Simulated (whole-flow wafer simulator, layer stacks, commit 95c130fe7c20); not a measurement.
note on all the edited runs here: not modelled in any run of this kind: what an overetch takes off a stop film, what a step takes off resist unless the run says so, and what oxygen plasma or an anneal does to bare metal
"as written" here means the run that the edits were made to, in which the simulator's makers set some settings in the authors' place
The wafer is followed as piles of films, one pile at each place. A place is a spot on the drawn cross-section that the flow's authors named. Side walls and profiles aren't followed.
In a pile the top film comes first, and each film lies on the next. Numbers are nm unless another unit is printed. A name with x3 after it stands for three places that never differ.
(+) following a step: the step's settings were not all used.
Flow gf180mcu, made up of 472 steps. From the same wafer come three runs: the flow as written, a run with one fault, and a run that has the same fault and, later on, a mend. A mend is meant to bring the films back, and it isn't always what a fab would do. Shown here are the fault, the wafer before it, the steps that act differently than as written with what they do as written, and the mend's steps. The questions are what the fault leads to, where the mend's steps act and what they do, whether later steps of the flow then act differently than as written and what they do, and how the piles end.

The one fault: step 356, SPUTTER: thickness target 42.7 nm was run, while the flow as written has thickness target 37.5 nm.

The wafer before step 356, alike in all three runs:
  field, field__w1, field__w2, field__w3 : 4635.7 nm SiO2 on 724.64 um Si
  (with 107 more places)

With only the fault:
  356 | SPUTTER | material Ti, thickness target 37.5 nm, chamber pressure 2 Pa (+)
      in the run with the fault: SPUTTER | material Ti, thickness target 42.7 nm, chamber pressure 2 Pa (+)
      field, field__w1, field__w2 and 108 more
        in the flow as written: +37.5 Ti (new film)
        in the run with the fault: +42.7 Ti (new film)
  Steps further on in the flow that do not act as written (1 more step, not shown, differs only slightly: by at most 2% or 0.5 nm, whichever is larger):
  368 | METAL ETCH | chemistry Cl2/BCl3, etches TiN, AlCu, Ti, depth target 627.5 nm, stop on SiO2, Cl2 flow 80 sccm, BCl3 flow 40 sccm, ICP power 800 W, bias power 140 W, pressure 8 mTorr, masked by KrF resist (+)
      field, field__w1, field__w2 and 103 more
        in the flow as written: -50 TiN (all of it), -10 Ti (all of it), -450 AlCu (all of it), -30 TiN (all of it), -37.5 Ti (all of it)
        in the run with the fault: -50 TiN (all of it), -10 Ti (all of it), -450 AlCu (all of it), -30 TiN (all of it), -42.7 Ti (all of it)
  By the end, the piles at field__w8, contact, m1, m1__w1, m1_nw depart from the flow's by more than 2% or 0.5 nm, whichever is larger.
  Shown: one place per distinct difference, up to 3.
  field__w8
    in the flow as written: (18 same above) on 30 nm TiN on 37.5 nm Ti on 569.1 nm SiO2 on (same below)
    in the run with the fault: (18 same above) on 30 nm TiN on 42.7 nm Ti on 569.1 nm SiO2 on (same below)
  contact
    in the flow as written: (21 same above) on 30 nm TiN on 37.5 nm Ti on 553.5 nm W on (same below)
    in the run with the fault: (21 same above) on 30 nm TiN on 42.7 nm Ti on 553.5 nm W on (same below)

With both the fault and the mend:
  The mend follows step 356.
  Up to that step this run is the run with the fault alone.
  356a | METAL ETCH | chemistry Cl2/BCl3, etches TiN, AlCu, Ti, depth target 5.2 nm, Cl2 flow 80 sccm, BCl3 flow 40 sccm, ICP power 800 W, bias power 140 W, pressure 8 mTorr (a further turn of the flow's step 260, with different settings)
      field, field__w1, field__w2 and 108 more
        -5.2 Ti
  None of the later steps of the flow acts differently than as written at any place that is followed.
  The piles end the same as the flow's at every place that both follow.
